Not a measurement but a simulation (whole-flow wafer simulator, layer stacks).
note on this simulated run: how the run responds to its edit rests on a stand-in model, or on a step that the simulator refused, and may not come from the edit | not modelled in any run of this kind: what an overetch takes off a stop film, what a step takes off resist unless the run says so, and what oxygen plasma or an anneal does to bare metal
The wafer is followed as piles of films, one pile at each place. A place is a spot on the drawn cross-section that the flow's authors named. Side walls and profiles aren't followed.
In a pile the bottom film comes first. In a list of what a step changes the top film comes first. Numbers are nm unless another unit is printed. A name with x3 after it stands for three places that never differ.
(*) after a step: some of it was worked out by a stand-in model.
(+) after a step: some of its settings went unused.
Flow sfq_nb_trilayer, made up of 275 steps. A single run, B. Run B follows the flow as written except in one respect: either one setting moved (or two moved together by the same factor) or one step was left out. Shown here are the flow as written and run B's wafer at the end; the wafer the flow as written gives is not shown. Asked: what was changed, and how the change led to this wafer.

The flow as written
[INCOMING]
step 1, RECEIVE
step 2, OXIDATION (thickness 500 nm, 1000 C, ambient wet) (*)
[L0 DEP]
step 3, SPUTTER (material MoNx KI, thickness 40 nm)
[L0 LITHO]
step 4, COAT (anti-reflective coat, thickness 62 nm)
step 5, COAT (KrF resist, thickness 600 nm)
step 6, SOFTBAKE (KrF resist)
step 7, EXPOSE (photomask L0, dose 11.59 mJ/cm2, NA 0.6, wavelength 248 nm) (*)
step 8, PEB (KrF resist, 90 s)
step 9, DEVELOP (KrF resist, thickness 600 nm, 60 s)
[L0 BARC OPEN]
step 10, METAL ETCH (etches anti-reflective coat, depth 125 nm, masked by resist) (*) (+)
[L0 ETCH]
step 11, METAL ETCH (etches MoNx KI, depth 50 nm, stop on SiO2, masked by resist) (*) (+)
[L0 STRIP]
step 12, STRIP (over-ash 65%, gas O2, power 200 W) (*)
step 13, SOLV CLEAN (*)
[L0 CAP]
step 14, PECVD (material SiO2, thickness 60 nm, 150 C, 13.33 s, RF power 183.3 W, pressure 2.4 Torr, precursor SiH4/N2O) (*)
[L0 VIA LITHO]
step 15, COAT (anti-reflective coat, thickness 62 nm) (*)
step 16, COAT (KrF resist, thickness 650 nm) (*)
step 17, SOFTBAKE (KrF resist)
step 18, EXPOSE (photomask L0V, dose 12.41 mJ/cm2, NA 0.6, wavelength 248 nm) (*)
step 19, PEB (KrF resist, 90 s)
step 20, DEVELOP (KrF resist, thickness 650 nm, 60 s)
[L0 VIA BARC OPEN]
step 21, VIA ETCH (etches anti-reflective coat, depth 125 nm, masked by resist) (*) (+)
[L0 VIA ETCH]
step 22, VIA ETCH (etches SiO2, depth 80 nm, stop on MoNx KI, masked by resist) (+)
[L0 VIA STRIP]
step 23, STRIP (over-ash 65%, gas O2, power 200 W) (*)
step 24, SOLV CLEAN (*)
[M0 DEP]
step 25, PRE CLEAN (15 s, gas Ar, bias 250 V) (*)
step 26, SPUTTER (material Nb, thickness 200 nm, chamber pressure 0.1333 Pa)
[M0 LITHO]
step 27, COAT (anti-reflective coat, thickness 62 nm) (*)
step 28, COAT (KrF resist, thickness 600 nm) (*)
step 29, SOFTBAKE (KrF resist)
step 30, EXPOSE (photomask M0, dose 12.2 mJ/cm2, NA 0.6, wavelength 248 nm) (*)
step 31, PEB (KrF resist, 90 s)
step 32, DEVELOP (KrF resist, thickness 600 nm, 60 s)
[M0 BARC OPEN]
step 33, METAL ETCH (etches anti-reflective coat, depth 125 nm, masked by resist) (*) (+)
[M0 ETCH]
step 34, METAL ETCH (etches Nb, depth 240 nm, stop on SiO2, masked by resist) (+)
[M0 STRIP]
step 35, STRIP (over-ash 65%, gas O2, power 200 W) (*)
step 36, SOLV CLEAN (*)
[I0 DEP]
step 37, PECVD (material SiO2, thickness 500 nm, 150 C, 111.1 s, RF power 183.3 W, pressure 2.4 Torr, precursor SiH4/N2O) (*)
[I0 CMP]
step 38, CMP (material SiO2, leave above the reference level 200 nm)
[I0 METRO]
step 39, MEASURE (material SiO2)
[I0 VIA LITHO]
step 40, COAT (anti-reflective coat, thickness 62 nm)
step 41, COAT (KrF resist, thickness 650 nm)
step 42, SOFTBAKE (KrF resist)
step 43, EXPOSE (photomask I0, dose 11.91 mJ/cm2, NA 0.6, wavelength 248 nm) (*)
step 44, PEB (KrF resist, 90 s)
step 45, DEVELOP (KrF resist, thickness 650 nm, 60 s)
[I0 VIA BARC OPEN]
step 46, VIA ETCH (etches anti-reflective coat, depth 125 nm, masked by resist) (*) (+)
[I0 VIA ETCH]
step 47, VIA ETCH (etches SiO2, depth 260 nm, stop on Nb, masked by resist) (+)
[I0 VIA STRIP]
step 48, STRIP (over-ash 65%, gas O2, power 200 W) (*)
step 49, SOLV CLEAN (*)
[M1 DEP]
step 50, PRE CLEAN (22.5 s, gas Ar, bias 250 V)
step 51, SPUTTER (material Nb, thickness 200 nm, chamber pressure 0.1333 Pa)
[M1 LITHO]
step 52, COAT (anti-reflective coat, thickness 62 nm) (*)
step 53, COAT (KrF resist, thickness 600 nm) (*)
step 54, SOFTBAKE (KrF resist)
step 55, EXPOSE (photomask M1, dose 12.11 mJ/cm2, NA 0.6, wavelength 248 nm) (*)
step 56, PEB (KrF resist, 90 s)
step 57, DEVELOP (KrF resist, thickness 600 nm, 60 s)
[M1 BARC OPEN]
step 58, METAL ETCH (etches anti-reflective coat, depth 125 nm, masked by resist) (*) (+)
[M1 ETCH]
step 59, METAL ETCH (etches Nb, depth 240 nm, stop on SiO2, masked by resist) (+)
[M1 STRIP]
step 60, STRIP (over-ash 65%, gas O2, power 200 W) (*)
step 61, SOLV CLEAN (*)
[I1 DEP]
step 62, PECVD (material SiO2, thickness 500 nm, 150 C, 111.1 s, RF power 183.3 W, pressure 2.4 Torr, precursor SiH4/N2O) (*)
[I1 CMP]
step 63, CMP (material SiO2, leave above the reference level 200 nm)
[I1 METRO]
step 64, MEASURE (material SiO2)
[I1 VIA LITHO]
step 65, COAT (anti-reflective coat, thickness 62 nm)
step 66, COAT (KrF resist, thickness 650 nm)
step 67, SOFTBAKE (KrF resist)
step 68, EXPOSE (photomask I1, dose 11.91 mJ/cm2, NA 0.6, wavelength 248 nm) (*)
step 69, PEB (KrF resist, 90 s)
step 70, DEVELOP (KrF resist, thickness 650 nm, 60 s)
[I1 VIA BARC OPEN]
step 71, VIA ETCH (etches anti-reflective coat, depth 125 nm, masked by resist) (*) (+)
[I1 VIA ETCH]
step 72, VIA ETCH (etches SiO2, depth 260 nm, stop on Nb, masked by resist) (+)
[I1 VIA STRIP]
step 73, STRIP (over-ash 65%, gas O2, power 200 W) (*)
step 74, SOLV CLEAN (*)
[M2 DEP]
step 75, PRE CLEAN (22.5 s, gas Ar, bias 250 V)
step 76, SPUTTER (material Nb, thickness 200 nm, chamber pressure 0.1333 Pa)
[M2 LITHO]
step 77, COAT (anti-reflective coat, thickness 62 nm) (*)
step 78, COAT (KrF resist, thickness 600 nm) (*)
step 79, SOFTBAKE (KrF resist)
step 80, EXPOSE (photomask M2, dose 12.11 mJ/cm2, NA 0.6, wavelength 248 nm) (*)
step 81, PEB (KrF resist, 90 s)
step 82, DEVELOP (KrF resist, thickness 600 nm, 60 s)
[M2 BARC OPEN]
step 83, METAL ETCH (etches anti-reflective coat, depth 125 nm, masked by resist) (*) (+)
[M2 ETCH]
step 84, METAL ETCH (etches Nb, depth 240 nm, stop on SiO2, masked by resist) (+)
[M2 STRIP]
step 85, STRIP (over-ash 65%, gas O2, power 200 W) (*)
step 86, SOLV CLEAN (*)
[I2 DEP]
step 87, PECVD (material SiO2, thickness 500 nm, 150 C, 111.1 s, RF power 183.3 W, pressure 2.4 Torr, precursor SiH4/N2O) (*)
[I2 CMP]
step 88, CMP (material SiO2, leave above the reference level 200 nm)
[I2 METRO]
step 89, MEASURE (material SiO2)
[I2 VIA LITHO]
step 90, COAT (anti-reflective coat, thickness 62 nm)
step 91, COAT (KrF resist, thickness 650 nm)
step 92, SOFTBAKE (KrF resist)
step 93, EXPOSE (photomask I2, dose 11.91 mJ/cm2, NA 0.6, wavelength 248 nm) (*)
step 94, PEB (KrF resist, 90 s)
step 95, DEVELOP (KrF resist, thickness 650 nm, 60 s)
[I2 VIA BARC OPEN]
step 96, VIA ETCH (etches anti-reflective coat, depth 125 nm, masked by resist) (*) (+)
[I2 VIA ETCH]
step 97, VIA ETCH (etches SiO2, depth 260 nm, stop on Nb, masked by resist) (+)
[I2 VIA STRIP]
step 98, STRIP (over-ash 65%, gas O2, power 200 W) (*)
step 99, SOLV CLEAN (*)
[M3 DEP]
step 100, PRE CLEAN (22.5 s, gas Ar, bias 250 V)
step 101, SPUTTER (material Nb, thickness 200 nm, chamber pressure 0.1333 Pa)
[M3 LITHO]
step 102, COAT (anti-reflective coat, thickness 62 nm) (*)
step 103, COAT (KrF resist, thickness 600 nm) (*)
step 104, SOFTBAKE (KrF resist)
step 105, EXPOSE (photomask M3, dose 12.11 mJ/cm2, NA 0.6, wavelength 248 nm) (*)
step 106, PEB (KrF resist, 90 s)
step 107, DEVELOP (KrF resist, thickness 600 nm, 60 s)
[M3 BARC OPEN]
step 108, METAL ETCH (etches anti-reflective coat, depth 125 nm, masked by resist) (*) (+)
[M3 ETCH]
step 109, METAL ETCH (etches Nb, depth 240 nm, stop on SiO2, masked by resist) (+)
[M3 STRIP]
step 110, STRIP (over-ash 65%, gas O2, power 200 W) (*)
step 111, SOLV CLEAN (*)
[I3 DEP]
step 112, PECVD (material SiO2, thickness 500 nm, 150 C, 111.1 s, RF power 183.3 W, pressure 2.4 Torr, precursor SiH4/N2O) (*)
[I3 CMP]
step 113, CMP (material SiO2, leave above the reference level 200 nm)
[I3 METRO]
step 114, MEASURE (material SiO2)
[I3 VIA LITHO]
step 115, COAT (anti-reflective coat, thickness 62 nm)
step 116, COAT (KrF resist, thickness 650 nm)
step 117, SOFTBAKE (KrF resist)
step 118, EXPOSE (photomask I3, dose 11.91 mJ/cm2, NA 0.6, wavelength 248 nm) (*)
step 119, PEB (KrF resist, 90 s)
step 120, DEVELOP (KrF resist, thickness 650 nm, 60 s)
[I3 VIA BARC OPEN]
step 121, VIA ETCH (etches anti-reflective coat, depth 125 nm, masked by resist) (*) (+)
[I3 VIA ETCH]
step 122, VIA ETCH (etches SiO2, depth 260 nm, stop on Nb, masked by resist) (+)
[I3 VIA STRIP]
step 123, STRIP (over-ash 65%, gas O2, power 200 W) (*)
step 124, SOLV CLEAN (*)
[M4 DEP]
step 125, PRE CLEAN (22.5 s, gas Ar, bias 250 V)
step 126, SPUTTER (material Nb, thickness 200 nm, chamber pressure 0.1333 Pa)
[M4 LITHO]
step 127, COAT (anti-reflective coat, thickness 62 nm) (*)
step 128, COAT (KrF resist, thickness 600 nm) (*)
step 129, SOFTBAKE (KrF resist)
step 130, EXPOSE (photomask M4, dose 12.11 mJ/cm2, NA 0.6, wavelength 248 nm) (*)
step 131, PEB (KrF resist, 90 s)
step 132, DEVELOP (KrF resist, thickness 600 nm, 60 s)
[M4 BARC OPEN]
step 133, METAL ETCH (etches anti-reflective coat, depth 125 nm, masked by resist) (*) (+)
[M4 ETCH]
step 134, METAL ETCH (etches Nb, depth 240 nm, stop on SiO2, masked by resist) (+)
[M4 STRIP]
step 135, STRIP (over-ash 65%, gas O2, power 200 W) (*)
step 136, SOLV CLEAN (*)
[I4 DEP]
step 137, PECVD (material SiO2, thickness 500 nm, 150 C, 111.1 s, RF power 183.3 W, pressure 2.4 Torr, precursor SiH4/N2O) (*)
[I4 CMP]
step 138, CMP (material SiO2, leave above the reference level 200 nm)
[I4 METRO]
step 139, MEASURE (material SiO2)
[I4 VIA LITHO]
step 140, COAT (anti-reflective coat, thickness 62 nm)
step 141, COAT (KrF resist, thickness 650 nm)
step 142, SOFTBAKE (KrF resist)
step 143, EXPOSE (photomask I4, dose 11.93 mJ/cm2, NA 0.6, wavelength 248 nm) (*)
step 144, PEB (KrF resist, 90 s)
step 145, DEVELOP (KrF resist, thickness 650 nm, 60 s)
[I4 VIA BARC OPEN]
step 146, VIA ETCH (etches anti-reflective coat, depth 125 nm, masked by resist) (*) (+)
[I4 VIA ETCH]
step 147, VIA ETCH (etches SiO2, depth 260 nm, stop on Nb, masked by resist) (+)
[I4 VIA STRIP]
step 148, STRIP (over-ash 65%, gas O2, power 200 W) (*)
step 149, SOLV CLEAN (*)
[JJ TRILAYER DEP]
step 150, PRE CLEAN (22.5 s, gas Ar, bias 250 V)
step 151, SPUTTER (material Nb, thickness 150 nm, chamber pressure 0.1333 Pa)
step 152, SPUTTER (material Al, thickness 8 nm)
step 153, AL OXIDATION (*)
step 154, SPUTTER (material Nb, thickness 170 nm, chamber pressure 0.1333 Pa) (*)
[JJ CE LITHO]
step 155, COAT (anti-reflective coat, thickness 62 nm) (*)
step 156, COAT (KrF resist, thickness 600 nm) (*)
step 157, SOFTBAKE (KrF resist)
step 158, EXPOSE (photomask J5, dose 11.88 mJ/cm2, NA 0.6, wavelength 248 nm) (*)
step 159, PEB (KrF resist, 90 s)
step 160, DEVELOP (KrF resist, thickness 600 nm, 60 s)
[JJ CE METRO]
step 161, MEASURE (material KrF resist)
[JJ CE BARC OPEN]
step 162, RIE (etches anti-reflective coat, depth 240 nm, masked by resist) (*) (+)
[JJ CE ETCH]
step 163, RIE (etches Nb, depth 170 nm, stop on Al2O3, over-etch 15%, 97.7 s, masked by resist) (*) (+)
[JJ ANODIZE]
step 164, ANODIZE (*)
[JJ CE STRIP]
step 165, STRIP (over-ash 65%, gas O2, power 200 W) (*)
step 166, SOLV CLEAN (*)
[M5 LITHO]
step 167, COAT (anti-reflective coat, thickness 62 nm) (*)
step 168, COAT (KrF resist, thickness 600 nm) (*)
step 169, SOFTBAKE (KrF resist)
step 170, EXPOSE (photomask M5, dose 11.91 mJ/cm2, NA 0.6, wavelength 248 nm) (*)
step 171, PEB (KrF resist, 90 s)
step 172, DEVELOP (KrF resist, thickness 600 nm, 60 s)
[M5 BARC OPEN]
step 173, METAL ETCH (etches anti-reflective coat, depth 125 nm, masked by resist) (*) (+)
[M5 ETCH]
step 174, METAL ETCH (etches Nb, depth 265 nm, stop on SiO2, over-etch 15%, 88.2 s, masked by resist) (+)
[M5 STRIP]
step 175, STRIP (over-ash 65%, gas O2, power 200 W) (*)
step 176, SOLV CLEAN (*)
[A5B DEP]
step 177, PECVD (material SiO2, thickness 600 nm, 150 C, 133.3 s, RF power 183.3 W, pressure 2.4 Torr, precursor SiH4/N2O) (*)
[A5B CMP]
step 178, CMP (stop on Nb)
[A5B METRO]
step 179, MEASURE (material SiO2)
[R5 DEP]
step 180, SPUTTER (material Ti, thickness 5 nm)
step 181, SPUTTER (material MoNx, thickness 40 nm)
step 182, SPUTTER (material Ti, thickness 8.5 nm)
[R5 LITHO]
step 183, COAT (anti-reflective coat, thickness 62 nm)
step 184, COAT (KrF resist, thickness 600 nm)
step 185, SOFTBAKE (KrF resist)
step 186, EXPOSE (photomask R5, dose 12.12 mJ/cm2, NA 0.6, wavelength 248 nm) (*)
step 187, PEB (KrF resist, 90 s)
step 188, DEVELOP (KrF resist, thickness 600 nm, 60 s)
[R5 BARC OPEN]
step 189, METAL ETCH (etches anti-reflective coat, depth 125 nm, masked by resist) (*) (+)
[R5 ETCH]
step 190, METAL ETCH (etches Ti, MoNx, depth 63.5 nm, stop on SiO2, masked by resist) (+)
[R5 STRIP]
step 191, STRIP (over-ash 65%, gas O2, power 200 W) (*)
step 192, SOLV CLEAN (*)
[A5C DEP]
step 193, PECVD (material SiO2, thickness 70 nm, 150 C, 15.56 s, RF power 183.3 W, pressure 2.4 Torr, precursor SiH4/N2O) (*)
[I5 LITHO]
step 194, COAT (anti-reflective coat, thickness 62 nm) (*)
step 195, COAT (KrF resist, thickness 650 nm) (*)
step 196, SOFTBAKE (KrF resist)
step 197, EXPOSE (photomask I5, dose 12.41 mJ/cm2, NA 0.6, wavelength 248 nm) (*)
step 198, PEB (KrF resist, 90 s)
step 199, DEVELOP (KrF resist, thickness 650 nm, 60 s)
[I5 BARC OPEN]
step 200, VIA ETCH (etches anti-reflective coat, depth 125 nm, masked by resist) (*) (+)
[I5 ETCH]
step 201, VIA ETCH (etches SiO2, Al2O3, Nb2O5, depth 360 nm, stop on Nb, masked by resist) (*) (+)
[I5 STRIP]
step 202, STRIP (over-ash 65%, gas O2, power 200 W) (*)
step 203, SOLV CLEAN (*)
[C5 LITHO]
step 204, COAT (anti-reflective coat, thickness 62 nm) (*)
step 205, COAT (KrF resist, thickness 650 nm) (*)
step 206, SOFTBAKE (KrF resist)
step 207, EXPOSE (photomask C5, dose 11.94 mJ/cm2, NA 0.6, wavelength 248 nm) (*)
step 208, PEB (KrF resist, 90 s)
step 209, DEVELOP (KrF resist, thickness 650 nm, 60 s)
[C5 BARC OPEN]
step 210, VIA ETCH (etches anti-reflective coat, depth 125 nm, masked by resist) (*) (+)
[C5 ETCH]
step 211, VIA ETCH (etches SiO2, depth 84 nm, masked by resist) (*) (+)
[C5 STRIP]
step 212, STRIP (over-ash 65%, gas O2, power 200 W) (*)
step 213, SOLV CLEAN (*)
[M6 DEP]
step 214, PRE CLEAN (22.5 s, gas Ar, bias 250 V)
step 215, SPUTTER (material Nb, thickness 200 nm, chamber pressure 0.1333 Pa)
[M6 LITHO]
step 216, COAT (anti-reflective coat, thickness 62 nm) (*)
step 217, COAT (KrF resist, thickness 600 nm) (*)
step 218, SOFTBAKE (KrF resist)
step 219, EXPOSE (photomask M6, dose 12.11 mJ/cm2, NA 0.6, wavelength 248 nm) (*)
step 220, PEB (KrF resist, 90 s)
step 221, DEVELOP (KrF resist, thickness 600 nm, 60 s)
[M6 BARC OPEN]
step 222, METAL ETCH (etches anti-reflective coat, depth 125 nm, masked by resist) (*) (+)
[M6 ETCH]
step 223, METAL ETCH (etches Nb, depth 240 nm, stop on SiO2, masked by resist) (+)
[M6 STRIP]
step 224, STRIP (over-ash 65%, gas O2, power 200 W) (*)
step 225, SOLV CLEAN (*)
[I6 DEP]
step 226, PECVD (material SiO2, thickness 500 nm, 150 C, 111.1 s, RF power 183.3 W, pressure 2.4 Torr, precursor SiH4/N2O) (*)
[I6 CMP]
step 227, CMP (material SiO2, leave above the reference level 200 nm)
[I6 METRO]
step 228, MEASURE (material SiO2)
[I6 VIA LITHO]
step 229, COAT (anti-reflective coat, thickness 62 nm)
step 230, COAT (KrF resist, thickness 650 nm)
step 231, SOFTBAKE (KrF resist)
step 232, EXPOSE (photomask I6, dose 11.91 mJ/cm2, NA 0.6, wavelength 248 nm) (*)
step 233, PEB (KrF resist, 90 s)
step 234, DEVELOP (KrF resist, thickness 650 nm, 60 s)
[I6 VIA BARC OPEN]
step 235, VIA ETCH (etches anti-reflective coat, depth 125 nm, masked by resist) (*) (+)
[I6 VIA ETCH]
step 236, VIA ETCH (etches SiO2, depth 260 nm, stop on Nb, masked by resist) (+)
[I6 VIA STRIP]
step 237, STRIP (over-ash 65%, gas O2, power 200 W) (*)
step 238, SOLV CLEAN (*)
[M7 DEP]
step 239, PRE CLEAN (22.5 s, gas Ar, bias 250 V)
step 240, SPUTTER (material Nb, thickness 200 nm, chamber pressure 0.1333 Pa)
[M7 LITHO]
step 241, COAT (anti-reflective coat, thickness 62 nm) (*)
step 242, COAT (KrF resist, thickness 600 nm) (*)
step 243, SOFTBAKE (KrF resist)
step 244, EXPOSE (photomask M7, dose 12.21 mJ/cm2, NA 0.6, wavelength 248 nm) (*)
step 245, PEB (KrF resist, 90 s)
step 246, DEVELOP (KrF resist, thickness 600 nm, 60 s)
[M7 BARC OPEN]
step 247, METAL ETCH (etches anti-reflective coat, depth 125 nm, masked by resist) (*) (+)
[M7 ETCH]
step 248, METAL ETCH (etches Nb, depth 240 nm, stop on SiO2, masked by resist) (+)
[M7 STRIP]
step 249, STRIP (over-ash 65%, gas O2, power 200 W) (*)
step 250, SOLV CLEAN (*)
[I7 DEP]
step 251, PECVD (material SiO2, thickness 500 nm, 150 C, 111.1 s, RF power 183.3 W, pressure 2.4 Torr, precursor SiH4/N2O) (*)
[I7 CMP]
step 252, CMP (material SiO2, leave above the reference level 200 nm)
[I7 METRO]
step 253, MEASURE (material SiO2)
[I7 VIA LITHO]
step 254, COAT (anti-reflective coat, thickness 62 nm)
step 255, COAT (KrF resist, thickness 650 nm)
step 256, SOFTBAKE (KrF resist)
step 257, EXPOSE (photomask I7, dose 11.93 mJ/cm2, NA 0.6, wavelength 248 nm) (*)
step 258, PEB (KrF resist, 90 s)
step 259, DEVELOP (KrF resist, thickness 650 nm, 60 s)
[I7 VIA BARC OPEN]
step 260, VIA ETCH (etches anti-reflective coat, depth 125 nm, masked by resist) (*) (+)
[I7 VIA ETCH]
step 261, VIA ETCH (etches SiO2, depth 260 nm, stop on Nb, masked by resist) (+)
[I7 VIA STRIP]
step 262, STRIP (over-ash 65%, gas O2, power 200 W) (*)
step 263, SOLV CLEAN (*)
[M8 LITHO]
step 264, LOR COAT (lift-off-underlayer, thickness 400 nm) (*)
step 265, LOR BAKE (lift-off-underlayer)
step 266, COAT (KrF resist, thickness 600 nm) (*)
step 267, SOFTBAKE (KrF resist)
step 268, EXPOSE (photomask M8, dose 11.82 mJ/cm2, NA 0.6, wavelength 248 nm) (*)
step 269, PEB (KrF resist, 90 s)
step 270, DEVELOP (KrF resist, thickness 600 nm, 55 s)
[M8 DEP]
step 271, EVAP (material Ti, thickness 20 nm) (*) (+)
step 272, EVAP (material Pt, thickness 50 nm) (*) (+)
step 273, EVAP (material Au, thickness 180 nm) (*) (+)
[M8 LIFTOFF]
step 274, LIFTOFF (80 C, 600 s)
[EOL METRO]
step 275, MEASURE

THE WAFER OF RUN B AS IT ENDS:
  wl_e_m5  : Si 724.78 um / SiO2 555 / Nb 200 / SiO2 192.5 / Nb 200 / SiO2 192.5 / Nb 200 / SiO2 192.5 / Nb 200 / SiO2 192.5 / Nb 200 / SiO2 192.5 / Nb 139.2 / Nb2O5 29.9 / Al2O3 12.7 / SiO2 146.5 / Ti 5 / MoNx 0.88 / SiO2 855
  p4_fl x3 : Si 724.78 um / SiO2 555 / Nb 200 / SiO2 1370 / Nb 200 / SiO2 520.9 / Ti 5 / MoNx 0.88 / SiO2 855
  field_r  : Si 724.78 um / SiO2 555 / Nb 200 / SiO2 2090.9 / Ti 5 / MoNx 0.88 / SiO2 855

The reason: step 190, METAL ETCH: depth 47.62 nm was run, while the flow as written has depth 63.5 nm.

The path from the change to this, step by step:
  step 190, METAL ETCH (etches Ti, MoNx, depth 63.5 nm, stop on SiO2, masked by resist) (+)
      field_l, v_sur, via_wl and 92 more: -8.5 Ti (all of it), -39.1 MoNx (it would be, as written: -8.5 Ti (all of it), -40 MoNx (all of it), -5 Ti (all of it))
      ce_l, c5j, ce_r, wl_jj: -8.5 Ti (all of it), -39.1 MoNx (it would be, as written: -8.5 Ti (all of it), -40 MoNx (all of it), -5 Ti (all of it), -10 Nb)
      (also at 7 further places)
  step 193, PECVD (material SiO2, thickness 70 nm, 150 C, 15.56 s, RF power 183.3 W, pressure 2.4 Torr, precursor SiH4/N2O) (*)
      field_l, v_sur, via_wl and 92 more: +70 SiO2 (new film) (it would be, as written: +70 SiO2)
  step 194, COAT (anti-reflective coat, thickness 62 nm) (*)
      wl_j_sl, wl_j_sr: +62 anti-reflective coat (new film) (it would be, as written: +60.2 anti-reflective coat (new film))
      r5r_spacepad_l, r5r_spacepad_r: +81.9 anti-reflective coat (new film) (it would be, as written: +84.4 anti-reflective coat (new film))
      (also at 8 further places)
  step 201, VIA ETCH (etches SiO2, Al2O3, Nb2O5, depth 360 nm, stop on Nb, masked by resist) (*) (+)
      be: -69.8 SiO2 (all of it), -0.88 MoNx (all of it), -5 Ti (all of it), -146.5 SiO2 (all of it), -12.7 Al2O3 (all of it), -29.9 Nb2O5 (all of it) (it would be, as written: -216.4 SiO2 (all of it), -12.7 Al2O3 (all of it), -29.9 Nb2O5 (all of it))
  step 202, STRIP (over-ash 65%, gas O2, power 200 W) (*)
      wl_j_sl, wl_j_sr: -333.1 KrF resist (all of it), -62 anti-reflective coat (all of it) (it would be, as written: -333.3 KrF resist (all of it), -60.2 anti-reflective coat (all of it))
      r5r_spacepad_l, r5r_spacepad_r: -335.3 KrF resist (all of it), -81.9 anti-reflective coat (all of it) (it would be, as written: -335.6 KrF resist (all of it), -84.4 anti-reflective coat (all of it))
      (also at 8 further places)
  step 204, COAT (anti-reflective coat, thickness 62 nm) (*)
      wl_j_sl, wl_j_sr: +62 anti-reflective coat (new film) (it would be, as written: +60.2 anti-reflective coat (new film))
      r5r_spacepad_l, r5r_spacepad_r: +81.9 anti-reflective coat (new film) (it would be, as written: +84.4 anti-reflective coat (new film))
      (also at 8 further places)
  step 210, VIA ETCH (etches anti-reflective coat, depth 125 nm, masked by resist) (*) (+)
      c5j: -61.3 anti-reflective coat (all of it), -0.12 SiO2 (it would be, as written: -63.9 anti-reflective coat (all of it), -0.11 SiO2)
  step 211, VIA ETCH (etches SiO2, depth 84 nm, masked by resist) (*) (+)
      c5j: -69.9 SiO2 (all of it) (it would be, as written: -69.9 SiO2 (all of it), -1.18 Nb)
  step 212, STRIP (over-ash 65%, gas O2, power 200 W) (*)
      wl_j_sl, wl_j_sr: -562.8 KrF resist (all of it), -62 anti-reflective coat (all of it) (it would be, as written: -563.4 KrF resist (all of it), -60.2 anti-reflective coat (all of it))
      r5r_spacepad_l, r5r_spacepad_r: -565 KrF resist (all of it), -81.9 anti-reflective coat (all of it) (it would be, as written: -565.8 KrF resist (all of it), -84.4 anti-reflective coat (all of it))
      (also at 7 further places)
  step 214, PRE CLEAN (22.5 s, gas Ar, bias 250 V)
      c5j: -0.88 MoNx (all of it), -5 Ti (all of it) (it would be, as written: -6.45 Nb)
  step 216, COAT (anti-reflective coat, thickness 62 nm) (*)
      wl_j_sl, wl_j_sr: +62 anti-reflective coat (new film) (it would be, as written: +60.2 anti-reflective coat (new film))
      r5r_spacepad_l, r5r_spacepad_r: +82.8 anti-reflective coat (new film) (it would be, as written: +85.7 anti-reflective coat (new film))
      (also at 7 further places)
  step 222, METAL ETCH (etches anti-reflective coat, depth 125 nm, masked by resist) (*) (+)
      r5r_spacepad_l, r5r_spacepad_r: -82.8 anti-reflective coat (all of it) (it would be, as written: -85.7 anti-reflective coat (all of it))
  step 224, STRIP (over-ash 65%, gas O2, power 200 W) (*)
      wl_j_sl, wl_j_sr: -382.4 KrF resist (all of it), -62 anti-reflective coat (all of it) (it would be, as written: -382.5 KrF resist (all of it), -60.2 anti-reflective coat (all of it))
      jj_sur: -377.2 KrF resist (all of it), -58.9 anti-reflective coat (all of it) (it would be, as written: -378.5 KrF resist (all of it), -56.1 anti-reflective coat (all of it))
      (also at 6 further places)
  step 227, CMP (material SiO2, leave above the reference level 200 nm)
      ce_l, ce_r, wl_jj: -300 SiO2 (it would be, as written: -290 SiO2)
      r5r_line_l, r5r_line_c, r5r_line_r: -147.6 SiO2 (it would be, as written: -153.5 SiO2)
      (also at 4 further places)
With metal films that touch counted as one body, wl_e_m5 has 7 bodies (between them, from the top down: SiO2 146.5 / Al2O3 12.7 / Nb2O5 29.9; SiO2 192.5; SiO2 192.5; SiO2 192.5; SiO2 192.5; SiO2 192.5); the flow as written gives 6 bodies (between them, from the top down: SiO2 192.5; SiO2 192.5; SiO2 192.5; SiO2 192.5; SiO2 192.5).
With metal films that touch counted as one body, p4_fl x3 has 3 bodies (between them, from the top down: SiO2 520.9; SiO2 1370); the flow as written gives 2 bodies (between them, from the top down: SiO2 1370).
With metal films that touch counted as one body, field_r has 2 bodies (between them, from the top down: SiO2 2090.9); the flow as written gives 1 body.
